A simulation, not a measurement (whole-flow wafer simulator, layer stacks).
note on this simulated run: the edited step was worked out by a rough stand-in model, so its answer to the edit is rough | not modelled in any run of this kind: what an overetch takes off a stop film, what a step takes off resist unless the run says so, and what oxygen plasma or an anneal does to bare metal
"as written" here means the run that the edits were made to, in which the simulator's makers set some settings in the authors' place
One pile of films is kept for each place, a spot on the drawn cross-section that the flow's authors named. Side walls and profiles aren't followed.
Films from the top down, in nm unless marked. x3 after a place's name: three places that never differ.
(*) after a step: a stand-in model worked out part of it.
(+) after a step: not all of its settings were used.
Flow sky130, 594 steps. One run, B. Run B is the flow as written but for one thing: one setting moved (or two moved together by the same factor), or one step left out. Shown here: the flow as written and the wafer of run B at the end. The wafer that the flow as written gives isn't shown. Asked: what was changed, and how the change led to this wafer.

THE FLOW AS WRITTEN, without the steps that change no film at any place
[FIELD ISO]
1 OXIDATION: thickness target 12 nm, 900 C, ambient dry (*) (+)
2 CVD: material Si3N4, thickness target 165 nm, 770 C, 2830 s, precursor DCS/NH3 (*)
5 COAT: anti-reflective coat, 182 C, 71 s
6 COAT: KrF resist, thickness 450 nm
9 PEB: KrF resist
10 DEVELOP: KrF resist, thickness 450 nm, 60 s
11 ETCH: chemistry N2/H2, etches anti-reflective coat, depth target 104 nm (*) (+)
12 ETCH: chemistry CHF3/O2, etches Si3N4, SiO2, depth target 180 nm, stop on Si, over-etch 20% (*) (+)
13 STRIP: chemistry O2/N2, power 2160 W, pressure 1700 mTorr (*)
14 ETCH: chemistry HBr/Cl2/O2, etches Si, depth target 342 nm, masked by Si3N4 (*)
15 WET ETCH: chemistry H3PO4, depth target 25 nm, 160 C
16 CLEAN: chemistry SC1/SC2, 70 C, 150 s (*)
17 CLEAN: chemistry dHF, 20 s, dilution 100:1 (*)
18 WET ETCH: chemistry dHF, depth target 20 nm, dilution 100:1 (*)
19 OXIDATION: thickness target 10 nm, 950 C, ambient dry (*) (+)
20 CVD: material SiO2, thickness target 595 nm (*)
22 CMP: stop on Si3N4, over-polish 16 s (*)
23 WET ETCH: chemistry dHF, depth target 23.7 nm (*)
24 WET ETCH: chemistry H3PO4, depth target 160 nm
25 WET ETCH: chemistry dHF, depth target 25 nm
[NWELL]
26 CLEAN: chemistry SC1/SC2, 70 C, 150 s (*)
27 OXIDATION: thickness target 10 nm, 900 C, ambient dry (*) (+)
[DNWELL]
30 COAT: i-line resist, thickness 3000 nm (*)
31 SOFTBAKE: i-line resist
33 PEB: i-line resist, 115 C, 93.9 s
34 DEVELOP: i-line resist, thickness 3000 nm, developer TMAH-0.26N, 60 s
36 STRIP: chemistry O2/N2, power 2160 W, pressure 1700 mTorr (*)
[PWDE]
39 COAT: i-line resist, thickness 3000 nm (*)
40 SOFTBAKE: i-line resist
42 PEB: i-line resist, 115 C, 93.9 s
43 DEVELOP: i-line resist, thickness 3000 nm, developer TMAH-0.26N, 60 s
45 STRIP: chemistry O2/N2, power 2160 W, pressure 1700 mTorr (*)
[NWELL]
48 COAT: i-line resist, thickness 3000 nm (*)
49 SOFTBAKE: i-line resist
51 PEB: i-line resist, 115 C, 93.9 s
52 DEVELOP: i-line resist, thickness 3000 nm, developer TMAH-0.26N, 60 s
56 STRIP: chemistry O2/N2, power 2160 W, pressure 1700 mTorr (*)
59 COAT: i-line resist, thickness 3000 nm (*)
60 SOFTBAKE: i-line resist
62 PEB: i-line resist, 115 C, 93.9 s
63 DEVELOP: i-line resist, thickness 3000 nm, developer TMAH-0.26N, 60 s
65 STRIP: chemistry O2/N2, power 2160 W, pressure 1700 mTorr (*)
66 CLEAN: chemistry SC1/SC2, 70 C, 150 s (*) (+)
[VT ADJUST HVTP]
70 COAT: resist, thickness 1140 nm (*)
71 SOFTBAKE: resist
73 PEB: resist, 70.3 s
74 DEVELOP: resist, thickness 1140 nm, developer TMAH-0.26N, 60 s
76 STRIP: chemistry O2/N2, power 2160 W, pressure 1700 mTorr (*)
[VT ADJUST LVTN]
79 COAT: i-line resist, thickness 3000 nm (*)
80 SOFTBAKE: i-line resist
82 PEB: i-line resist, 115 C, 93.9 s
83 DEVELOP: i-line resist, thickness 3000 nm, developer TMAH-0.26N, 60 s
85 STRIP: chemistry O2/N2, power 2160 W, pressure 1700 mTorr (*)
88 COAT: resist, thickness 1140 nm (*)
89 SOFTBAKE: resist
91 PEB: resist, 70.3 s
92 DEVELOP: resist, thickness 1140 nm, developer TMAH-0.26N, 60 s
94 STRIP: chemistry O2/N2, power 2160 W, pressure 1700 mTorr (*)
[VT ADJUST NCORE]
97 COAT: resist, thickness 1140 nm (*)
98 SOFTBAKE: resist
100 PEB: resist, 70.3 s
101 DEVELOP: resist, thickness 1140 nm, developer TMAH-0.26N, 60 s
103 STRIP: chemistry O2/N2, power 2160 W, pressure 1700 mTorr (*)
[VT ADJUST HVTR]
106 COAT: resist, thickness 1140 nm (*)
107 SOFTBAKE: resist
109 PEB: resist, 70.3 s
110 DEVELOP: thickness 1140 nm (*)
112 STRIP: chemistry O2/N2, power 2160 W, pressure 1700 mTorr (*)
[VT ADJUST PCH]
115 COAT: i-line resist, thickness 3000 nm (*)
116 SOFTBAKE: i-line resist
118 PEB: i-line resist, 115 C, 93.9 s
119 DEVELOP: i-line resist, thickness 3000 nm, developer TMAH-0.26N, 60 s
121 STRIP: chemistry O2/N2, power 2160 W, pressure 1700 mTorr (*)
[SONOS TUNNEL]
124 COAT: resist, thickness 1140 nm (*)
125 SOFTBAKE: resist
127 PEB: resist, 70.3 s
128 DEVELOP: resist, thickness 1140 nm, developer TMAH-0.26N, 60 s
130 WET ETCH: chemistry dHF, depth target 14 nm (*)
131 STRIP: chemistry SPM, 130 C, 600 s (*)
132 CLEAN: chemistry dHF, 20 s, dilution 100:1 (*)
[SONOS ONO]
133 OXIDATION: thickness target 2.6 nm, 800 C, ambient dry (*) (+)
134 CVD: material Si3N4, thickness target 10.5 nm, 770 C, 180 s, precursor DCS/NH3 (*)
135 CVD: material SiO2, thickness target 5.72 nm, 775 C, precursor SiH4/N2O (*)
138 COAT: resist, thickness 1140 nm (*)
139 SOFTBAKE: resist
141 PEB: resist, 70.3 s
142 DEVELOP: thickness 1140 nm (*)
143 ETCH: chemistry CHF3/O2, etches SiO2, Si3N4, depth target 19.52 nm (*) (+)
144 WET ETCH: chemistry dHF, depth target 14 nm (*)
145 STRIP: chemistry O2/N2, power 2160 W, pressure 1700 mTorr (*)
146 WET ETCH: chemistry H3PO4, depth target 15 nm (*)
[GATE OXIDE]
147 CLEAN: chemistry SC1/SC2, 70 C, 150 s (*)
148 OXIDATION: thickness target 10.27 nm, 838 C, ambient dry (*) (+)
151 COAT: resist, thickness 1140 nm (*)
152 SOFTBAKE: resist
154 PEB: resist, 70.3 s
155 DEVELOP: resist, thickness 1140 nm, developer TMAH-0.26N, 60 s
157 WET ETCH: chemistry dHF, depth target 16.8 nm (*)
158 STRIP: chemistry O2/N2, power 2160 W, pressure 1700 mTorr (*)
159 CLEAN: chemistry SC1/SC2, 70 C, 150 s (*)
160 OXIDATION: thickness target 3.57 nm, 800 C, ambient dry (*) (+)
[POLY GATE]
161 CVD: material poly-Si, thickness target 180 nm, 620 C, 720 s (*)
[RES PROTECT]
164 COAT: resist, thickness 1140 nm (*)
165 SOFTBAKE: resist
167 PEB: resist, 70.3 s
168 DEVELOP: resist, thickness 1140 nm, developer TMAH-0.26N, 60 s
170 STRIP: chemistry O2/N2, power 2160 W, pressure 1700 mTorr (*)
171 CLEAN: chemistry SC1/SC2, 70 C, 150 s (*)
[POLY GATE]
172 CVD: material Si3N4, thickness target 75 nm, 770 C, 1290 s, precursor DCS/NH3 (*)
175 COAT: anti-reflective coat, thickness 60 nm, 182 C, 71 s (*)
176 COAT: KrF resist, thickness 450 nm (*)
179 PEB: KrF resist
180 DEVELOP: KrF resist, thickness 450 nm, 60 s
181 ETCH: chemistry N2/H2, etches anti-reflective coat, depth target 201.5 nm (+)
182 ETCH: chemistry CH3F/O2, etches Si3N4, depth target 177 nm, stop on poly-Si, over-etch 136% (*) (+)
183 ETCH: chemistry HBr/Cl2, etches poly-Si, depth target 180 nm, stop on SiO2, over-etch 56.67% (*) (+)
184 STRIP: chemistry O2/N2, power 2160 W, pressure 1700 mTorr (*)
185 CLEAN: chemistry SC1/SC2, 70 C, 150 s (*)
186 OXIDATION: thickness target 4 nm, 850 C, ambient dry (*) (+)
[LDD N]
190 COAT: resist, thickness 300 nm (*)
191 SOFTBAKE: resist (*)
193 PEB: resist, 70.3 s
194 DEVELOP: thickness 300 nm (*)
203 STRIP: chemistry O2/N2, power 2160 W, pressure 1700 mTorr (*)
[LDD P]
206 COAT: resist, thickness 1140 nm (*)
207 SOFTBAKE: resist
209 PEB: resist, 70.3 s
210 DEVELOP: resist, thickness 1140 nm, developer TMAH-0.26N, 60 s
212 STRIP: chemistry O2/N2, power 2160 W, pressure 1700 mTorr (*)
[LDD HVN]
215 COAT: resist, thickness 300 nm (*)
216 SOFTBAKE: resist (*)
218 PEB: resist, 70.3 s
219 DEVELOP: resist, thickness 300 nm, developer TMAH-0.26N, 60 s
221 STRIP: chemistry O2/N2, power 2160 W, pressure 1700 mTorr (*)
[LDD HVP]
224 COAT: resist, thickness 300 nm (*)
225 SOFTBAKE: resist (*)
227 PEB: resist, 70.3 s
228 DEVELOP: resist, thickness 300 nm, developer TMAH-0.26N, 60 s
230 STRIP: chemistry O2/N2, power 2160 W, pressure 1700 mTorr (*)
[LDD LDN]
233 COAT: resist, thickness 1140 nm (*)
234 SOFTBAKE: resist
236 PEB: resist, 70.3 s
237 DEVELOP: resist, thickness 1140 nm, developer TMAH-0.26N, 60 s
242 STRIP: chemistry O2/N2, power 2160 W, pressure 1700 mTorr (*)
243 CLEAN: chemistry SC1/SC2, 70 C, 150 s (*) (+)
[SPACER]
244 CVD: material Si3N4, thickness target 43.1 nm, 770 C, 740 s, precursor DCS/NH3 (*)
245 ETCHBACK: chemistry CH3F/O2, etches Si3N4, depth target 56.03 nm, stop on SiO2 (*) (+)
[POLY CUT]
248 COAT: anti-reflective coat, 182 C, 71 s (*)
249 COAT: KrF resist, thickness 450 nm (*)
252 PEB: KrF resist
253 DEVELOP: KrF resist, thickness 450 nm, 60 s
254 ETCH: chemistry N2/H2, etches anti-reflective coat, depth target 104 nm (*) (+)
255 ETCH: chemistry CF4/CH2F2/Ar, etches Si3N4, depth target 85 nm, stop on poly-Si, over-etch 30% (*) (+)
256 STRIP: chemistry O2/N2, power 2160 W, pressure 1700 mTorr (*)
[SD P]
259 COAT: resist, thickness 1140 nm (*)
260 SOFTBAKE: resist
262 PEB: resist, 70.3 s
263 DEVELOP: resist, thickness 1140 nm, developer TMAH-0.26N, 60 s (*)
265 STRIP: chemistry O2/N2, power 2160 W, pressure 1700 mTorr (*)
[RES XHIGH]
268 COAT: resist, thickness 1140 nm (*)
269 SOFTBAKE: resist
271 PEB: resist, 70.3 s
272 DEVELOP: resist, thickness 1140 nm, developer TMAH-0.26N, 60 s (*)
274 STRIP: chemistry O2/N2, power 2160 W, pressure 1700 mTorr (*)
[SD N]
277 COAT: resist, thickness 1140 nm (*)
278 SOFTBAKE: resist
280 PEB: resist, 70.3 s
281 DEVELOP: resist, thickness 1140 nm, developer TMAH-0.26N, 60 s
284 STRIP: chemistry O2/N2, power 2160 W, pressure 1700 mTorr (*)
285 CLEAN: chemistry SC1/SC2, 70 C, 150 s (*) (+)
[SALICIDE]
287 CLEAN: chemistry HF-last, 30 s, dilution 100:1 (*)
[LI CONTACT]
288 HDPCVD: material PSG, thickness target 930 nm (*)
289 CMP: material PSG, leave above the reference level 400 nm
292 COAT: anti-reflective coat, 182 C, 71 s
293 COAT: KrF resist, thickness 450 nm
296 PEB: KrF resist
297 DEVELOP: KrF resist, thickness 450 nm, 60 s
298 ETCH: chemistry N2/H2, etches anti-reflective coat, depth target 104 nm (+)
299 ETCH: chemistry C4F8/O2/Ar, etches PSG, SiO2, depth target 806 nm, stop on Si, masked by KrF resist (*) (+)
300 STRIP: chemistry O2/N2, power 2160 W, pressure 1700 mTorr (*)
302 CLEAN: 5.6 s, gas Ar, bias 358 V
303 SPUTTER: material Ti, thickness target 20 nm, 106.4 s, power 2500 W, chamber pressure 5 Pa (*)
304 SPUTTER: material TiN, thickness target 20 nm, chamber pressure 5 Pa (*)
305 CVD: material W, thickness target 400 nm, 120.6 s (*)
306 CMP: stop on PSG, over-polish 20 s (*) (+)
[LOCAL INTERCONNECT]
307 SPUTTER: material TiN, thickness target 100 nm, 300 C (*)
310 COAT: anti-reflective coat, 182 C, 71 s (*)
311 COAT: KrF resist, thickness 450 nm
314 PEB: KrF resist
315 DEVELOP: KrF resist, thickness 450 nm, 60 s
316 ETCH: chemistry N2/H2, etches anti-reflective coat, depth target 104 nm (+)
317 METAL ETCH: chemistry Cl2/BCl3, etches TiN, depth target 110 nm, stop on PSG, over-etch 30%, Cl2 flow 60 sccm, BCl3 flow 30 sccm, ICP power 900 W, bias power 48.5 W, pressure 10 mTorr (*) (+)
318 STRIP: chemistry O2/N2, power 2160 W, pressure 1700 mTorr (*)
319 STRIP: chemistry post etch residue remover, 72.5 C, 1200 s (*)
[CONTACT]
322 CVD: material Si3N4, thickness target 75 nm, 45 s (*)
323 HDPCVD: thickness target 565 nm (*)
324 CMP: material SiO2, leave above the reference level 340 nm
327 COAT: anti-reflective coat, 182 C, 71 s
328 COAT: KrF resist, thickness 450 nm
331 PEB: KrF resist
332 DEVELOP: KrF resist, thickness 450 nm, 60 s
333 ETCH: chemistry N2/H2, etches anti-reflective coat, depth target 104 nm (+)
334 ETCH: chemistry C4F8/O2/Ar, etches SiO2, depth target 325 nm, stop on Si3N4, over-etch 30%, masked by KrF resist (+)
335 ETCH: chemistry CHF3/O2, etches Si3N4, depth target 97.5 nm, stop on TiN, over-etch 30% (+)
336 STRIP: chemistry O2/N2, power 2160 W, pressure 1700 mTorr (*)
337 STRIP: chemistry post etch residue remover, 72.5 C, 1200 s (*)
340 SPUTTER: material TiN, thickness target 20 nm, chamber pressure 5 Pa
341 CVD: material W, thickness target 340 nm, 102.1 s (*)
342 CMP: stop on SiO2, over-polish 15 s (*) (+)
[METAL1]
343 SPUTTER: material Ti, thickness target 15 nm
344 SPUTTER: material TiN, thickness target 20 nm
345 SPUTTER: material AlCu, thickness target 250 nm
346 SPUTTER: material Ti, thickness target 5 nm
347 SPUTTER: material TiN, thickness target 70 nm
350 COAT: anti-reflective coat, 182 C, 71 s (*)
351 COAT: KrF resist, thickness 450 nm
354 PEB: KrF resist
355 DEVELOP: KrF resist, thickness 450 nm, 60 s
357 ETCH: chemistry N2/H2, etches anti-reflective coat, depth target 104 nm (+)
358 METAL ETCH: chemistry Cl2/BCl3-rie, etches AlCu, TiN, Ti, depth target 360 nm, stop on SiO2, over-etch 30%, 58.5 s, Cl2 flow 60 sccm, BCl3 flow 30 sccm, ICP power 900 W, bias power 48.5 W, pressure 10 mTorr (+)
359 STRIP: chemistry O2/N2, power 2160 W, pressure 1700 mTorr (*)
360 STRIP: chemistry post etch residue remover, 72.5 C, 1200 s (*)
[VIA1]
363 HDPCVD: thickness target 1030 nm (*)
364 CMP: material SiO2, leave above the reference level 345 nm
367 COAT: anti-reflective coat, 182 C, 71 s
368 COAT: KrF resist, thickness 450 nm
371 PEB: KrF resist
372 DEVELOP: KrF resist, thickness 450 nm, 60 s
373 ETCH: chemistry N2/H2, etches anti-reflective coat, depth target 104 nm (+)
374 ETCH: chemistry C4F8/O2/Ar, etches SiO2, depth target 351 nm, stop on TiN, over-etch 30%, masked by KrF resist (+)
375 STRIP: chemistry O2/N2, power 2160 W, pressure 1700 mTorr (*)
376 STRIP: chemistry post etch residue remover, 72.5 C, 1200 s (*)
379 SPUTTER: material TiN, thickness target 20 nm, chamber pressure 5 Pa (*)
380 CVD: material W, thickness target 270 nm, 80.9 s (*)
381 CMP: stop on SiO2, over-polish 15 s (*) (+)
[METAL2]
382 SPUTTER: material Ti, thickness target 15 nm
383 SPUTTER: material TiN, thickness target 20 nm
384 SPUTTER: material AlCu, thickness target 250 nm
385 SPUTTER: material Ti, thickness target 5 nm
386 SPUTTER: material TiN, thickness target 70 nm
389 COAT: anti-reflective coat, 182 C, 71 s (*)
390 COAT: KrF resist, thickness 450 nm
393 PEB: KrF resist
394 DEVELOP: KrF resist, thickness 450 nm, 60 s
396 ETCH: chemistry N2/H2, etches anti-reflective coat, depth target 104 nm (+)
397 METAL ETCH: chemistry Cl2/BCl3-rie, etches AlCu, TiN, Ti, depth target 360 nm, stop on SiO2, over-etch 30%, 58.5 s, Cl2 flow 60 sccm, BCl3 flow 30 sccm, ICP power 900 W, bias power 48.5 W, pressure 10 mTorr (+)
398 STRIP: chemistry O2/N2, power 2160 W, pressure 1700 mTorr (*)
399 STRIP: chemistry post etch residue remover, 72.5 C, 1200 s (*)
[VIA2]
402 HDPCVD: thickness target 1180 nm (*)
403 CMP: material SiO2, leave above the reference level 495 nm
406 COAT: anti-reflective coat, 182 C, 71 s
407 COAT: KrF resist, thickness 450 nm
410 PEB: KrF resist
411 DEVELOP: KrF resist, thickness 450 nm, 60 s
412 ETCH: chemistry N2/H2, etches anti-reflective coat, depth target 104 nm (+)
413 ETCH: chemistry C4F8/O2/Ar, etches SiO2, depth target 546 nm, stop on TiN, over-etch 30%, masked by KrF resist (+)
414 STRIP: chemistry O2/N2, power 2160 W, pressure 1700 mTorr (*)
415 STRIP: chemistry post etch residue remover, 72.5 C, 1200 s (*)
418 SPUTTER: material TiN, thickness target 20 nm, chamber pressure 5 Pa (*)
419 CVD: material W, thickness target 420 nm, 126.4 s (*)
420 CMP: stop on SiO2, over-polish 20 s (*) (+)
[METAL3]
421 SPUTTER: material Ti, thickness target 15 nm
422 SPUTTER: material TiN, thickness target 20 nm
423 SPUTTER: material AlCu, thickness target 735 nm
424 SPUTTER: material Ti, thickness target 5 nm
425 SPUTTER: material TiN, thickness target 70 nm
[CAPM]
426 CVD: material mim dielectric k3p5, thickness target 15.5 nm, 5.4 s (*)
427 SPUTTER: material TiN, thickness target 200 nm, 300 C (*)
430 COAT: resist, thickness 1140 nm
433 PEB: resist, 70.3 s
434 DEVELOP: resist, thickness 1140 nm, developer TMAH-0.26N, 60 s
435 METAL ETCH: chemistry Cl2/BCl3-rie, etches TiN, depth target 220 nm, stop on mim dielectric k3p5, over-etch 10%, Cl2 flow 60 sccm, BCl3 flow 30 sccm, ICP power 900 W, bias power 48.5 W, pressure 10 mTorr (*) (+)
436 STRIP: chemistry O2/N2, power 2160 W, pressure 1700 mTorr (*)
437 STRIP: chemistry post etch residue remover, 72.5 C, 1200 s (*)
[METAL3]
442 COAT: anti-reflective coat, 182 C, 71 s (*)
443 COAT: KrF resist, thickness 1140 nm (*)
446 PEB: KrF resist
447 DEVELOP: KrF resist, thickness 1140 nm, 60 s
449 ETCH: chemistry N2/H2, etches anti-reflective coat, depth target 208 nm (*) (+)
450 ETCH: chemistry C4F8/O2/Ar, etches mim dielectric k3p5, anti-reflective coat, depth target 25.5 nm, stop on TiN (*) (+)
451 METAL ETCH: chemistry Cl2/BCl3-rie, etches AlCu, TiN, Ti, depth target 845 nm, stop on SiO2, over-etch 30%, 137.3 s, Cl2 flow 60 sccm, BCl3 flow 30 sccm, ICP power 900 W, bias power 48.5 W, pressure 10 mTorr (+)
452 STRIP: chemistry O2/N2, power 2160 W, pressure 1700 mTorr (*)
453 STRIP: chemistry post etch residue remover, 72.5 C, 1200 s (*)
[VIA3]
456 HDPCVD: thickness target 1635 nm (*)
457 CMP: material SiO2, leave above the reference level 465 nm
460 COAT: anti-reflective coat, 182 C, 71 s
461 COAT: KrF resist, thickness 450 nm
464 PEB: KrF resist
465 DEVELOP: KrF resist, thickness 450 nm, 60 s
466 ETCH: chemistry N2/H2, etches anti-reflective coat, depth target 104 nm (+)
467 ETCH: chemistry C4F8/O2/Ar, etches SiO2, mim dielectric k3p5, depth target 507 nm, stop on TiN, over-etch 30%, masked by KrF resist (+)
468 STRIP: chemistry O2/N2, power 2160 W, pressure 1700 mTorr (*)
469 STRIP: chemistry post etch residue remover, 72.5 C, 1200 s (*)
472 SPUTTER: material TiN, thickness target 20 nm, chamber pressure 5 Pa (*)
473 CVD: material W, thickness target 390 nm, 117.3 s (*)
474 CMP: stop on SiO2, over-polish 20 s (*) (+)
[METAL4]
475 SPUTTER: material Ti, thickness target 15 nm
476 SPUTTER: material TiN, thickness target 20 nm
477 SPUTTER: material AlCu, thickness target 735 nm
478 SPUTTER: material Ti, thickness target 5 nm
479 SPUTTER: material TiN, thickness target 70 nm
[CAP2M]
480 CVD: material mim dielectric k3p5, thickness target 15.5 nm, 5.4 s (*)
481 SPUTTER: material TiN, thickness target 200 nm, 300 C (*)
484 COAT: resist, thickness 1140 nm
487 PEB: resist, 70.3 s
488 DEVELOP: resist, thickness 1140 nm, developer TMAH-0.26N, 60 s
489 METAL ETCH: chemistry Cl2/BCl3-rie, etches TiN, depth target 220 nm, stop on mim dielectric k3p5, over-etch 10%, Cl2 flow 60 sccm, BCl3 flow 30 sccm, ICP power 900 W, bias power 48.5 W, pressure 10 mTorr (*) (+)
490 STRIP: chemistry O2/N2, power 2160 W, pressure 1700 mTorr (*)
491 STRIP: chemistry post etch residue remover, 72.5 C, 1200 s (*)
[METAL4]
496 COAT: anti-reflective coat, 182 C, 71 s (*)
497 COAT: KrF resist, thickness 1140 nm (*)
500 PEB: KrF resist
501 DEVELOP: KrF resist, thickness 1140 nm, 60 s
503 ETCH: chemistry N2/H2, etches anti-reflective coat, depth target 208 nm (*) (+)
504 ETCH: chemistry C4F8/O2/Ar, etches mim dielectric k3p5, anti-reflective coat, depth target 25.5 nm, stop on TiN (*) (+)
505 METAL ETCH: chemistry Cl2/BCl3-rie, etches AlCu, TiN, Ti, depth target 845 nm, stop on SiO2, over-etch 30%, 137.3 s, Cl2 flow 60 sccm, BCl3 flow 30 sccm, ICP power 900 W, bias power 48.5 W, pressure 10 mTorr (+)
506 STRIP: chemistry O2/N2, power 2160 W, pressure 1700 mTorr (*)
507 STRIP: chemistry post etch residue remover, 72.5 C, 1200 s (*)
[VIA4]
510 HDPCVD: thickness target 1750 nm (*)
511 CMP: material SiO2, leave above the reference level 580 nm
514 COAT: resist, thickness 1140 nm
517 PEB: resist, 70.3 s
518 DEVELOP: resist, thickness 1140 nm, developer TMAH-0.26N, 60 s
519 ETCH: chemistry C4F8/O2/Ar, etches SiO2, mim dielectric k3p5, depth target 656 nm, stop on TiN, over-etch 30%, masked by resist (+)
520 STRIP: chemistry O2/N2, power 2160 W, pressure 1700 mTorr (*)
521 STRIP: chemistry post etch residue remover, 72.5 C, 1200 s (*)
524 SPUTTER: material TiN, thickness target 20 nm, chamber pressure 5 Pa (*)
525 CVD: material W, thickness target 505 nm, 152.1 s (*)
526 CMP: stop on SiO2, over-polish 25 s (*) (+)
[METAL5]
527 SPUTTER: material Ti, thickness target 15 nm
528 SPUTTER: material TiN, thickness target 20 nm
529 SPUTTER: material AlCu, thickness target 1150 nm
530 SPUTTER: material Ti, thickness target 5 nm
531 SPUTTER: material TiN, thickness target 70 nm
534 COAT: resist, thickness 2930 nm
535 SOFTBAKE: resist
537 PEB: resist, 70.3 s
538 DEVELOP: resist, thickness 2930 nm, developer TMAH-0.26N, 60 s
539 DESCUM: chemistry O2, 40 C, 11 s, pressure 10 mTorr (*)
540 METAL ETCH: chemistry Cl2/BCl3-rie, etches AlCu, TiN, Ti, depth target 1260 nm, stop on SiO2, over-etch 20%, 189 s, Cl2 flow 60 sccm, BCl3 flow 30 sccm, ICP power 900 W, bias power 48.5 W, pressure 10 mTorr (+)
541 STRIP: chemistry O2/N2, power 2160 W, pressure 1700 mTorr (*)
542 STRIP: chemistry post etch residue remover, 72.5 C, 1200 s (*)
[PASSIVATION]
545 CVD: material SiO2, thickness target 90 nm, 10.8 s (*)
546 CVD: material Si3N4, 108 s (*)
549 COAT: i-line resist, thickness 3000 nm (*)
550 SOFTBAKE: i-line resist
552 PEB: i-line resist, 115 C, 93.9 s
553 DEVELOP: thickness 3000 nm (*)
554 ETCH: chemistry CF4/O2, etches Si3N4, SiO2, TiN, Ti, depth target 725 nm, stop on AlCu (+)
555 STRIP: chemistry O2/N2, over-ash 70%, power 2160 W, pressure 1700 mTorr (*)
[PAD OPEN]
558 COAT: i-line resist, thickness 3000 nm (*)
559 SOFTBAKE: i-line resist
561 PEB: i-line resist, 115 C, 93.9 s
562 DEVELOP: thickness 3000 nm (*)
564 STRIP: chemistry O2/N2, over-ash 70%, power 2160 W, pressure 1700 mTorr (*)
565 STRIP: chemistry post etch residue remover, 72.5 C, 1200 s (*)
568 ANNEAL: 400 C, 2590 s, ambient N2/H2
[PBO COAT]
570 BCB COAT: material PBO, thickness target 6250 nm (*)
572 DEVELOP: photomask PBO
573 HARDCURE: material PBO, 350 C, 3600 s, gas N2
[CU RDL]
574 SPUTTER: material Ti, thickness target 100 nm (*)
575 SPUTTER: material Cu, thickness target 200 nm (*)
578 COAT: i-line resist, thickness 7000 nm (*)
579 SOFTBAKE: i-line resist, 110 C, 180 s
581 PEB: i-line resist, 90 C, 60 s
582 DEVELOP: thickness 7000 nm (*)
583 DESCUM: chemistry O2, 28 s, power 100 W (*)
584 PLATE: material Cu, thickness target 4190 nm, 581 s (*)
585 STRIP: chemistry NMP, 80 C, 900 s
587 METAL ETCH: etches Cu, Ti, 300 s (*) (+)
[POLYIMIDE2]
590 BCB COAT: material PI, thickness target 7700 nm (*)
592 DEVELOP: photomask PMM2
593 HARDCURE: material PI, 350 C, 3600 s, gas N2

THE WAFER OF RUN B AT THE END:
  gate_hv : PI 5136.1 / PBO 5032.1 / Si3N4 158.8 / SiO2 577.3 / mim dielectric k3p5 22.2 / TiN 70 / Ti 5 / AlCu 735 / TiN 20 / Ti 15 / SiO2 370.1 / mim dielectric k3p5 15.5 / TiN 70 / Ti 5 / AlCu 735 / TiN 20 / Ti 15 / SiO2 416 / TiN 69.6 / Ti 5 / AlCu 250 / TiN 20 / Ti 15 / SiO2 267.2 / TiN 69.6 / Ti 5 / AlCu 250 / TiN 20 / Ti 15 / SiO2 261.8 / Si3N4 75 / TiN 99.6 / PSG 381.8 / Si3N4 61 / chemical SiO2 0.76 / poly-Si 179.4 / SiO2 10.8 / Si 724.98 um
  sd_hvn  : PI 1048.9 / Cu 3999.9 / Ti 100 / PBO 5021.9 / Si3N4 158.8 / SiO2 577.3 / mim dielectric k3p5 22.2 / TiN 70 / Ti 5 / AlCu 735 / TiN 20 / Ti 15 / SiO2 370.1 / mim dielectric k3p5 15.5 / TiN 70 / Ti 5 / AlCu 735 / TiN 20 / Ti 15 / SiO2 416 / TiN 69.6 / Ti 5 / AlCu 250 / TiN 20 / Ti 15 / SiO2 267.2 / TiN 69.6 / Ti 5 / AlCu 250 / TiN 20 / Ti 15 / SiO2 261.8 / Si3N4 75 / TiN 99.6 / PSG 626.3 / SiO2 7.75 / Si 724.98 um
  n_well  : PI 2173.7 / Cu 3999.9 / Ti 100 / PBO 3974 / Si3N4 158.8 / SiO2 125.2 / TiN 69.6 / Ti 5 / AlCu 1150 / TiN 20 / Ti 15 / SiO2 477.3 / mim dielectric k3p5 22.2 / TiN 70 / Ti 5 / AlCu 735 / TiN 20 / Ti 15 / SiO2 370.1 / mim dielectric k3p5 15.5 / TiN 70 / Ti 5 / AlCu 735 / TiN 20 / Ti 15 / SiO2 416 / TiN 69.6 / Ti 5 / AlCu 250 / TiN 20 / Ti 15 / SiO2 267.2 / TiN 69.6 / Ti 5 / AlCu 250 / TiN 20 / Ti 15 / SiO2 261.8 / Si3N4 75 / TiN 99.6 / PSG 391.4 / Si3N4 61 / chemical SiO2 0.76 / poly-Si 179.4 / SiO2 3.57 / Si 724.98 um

The cause: step 480, CVD: thickness target 22.2 nm was run, where the flow has thickness target 15.5 nm; step 480, CVD: 7.72 s was run, where the flow has 5.4 s.
It can be read off the wafer: gate_hv has mim dielectric k3p5 22.2, and step 480 as written asks for 15.5 nm.

How the change led to this, step by step:
  480 CVD: material mim dielectric k3p5, thickness target 15.5 nm, 5.4 s (*)
      field, active, n_well and 189 more: mim dielectric k3p5 +22.2 (new film) (as written it would be: mim dielectric k3p5 +15.5 (new film))
  504 ETCH: chemistry C4F8/O2/Ar, etches mim dielectric k3p5, anti-reflective coat, depth target 25.5 nm, stop on TiN (*) (+)
      n_well, p_well, gate_hv and 102 more: KrF resist -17 (as written it would be: KrF resist -15.5)
      field, active, gate and 85 more: mim dielectric k3p5 -22.2 (all of it) (as written it would be: mim dielectric k3p5 -15.5 (all of it))
  519 ETCH: chemistry C4F8/O2/Ar, etches SiO2, mim dielectric k3p5, depth target 656 nm, stop on TiN, over-etch 30%, masked by resist (+)
      m1: SiO2 -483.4 (all of it), mim dielectric k3p5 -22.2 (all of it) (as written it would be: SiO2 -490.1 (all of it), mim dielectric k3p5 -15.5 (all of it))
      via4_hole: SiO2 -482.8 (all of it), mim dielectric k3p5 -22.2 (all of it) (as written it would be: SiO2 -489.5 (all of it), mim dielectric k3p5 -15.5 (all of it))
